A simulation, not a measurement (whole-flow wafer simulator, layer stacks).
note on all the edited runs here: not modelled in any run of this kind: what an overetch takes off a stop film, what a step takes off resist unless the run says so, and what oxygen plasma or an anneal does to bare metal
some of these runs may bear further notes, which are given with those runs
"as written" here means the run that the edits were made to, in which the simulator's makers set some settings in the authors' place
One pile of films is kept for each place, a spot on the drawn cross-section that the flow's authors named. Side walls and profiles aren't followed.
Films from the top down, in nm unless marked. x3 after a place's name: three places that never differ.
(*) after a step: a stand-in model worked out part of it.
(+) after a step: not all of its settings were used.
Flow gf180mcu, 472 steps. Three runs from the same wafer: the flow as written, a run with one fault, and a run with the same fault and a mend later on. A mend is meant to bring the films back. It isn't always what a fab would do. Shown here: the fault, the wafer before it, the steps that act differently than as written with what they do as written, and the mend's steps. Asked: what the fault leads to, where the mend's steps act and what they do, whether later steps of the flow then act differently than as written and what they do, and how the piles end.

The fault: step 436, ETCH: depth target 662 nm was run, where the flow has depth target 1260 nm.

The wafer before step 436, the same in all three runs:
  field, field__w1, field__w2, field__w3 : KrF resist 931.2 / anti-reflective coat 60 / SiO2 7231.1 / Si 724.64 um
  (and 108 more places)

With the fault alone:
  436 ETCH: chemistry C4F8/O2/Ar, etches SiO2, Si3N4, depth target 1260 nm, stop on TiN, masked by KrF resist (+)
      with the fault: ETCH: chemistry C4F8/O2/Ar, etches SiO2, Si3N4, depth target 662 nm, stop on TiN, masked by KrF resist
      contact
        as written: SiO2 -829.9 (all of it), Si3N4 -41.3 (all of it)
        with the fault: SiO2 -662
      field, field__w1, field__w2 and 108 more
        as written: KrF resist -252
        with the fault: KrF resist -132.4
  Later steps of the flow that act differently than as written (1 more step differs only slightly, by at most 2% or 0.5 nm, whichever is larger, and isn't shown):
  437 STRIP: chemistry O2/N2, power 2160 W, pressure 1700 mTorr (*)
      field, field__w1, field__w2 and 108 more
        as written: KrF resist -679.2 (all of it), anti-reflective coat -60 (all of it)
        with the fault: KrF resist -798.8 (all of it), anti-reflective coat -60 (all of it)
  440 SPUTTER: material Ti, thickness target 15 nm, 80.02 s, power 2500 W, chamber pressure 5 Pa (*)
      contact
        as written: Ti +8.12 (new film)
        with the fault: Ti +9.16 (new film)
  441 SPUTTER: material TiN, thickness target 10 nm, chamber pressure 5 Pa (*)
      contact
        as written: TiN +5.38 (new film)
        with the fault: TiN +6.08 (new film)
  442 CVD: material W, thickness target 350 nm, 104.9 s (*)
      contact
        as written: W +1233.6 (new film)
        with the fault: W +1022.2 (new film)
  At the end the piles differ from the flow's by more than 2% or 0.5 nm, whichever is larger, at contact.
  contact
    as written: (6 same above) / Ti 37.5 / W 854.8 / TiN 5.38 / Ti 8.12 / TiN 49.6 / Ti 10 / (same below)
    with the fault: (6 same above) / Ti 37.5 / W 643.4 / TiN 6.08 / Ti 9.16 / SiO2 167.9 / Si3N4 41.3 / TiN 50 / Ti 10 / (same below)

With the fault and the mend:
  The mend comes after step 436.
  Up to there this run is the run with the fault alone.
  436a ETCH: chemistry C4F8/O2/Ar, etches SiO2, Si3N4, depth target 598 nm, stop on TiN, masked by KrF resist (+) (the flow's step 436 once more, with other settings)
      field, field__w1, field__w2 and 108 more
        KrF resist -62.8
      contact
        SiO2 -167.9 (all of it), Si3N4 -41.3 (all of it)
  Later steps of the flow that act differently than as written:
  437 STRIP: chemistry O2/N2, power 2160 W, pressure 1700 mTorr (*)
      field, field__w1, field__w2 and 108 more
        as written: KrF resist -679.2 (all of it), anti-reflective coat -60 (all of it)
        with the mend: KrF resist -736 (all of it), anti-reflective coat -60 (all of it)
  At the end the piles are the same as the flow's at every place that both follow.
